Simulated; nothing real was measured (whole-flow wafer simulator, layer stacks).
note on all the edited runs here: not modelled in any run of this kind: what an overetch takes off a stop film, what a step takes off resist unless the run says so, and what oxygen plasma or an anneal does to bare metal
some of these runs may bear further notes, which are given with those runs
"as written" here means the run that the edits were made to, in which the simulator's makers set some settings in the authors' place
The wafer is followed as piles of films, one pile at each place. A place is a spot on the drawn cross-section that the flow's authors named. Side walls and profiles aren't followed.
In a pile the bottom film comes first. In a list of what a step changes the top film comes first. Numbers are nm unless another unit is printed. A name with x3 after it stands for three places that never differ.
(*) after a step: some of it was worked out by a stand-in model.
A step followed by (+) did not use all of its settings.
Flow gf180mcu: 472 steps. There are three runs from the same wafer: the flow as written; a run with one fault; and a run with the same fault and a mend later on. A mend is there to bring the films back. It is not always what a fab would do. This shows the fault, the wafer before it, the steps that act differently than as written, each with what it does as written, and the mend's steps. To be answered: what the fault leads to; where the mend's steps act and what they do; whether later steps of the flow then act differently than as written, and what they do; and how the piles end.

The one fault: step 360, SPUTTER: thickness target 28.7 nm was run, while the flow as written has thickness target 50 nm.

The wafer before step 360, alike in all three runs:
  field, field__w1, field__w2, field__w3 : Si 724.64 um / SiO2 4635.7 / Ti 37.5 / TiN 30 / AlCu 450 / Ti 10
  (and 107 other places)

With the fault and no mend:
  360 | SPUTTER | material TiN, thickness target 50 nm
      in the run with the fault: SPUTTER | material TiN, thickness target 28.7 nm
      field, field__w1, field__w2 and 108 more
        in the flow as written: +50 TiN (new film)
        in the run with the fault: +28.7 TiN (new film)
  Steps further on in the flow that do not act as written (not shown: 2 more steps that differ only slightly, by at most 2% or 0.5 nm, whichever is larger):
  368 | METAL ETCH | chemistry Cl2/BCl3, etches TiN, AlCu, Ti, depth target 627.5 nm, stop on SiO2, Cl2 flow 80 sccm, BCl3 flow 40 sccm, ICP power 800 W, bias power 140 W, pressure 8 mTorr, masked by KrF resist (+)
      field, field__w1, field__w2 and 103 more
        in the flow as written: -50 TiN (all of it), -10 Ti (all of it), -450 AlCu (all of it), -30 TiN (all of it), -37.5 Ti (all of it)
        in the run with the fault: -28.7 TiN (all of it), -10 Ti (all of it), -450 AlCu (all of it), -30 TiN (all of it), -37.5 Ti (all of it)
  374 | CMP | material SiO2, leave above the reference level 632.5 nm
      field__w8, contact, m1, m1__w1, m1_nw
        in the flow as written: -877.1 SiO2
        in the run with the fault: -855.8 SiO2
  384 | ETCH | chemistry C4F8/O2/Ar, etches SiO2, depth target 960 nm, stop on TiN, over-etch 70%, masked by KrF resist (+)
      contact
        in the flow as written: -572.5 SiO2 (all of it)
        in the run with the fault: -593.8 SiO2 (all of it)
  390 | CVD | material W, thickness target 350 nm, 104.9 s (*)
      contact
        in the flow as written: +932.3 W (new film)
        in the run with the fault: +953.8 W (new film)
  At field__w8, contact, m1, m1__w1, m1_nw, the piles at the end differ from the flow's by more than 2% or 0.5 nm, whichever is larger.
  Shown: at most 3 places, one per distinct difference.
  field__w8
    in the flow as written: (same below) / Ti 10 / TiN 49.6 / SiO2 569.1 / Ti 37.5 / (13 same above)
    in the run with the fault: (same below) / Ti 10 / TiN 28.3 / SiO2 590.4 / Ti 37.5 / (13 same above)
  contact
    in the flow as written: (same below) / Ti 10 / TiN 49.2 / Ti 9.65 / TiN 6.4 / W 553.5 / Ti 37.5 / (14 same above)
    in the run with the fault: (same below) / Ti 10 / TiN 27.9 / Ti 9.53 / TiN 6.32 / W 575 / Ti 37.5 / (14 same above)

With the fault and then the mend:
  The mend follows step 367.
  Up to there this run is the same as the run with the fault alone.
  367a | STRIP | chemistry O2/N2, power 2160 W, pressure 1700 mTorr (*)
      field__w8, contact, m1, m1__w1, m1_nw
        -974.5 KrF resist (all of it)
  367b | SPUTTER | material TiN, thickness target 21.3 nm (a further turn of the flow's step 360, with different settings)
      field, field__w1, field__w2 and 108 more
        +21.3 TiN
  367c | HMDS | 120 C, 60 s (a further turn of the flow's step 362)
      alters no film at any place that is followed
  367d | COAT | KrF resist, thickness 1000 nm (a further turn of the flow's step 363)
      field, field__w1, field__w2 and 108 more
        +1000 KrF resist (new film)
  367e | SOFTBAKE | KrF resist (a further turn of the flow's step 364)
      alters no film at any place that is followed
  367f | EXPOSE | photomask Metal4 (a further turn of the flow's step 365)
      alters no film at any place that is followed
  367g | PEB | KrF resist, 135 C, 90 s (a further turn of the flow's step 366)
      field, field__w1, field__w2 and 108 more
        -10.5 KrF resist
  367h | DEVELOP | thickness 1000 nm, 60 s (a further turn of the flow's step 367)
      field, field__w1, field__w2 and 103 more
        -989.5 KrF resist (all of it)
      field__w8, contact, m1, m1__w1, m1_nw
        -14.9 KrF resist
  Later steps of the flow that are run all act as written at every place that is followed.
  At every place that both follow, the piles at the end match the flow's.
